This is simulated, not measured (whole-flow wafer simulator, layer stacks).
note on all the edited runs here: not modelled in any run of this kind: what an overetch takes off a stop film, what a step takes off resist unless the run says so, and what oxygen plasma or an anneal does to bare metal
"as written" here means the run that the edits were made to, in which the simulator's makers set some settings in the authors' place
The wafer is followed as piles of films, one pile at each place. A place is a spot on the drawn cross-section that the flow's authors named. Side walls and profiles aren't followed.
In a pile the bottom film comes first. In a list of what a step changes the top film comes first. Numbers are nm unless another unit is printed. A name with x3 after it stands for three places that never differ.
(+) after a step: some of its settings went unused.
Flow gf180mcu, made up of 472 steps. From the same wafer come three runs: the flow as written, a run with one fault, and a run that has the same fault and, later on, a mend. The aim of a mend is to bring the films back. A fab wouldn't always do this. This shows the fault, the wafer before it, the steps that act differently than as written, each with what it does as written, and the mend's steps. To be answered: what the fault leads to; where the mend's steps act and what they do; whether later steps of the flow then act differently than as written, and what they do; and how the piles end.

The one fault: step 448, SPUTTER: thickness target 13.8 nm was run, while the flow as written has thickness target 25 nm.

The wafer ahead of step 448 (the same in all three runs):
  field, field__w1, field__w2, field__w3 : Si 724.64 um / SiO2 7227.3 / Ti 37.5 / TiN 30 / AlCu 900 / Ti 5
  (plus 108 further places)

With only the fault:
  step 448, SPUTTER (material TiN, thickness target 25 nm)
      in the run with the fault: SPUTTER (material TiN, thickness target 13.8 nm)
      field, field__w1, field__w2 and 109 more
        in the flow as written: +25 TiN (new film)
        in the run with the fault: +13.8 TiN (new film)
  Steps further on in the flow that do not act as written (5 more steps, not shown, differ only slightly: by at most 2% or 0.5 nm, whichever is larger):
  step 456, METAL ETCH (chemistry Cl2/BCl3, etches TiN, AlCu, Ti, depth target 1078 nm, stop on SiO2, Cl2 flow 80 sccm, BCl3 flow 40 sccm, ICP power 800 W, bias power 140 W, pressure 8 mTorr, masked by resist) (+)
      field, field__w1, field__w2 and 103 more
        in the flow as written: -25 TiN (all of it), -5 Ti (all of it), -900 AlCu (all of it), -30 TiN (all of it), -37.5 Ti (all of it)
        in the run with the fault: -13.8 TiN (all of it), -5 Ti (all of it), -900 AlCu (all of it), -30 TiN (all of it), -37.5 Ti (all of it)
  By the end, the piles at field__w8, contact, m1, m1__w1, pad, m1_nw depart from the flow's by more than 2% or 0.5 nm, whichever is larger.
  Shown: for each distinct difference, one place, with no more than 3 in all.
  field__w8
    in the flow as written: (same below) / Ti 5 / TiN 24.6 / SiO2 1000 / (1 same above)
    in the run with the fault: (same below) / Ti 5 / TiN 13.4 / SiO2 1000 / (1 same above)
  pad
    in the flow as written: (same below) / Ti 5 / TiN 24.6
    in the run with the fault: (same below) / Ti 5 / TiN 13.4

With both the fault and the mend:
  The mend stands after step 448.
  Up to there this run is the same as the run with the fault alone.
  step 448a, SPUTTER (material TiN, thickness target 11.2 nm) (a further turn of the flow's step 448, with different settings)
      field, field__w1, field__w2 and 109 more
        +11.2 TiN
  Every later step of the flow that is run acts as written at every place that is followed.
  The piles end the same as the flow's at every place that both follow.
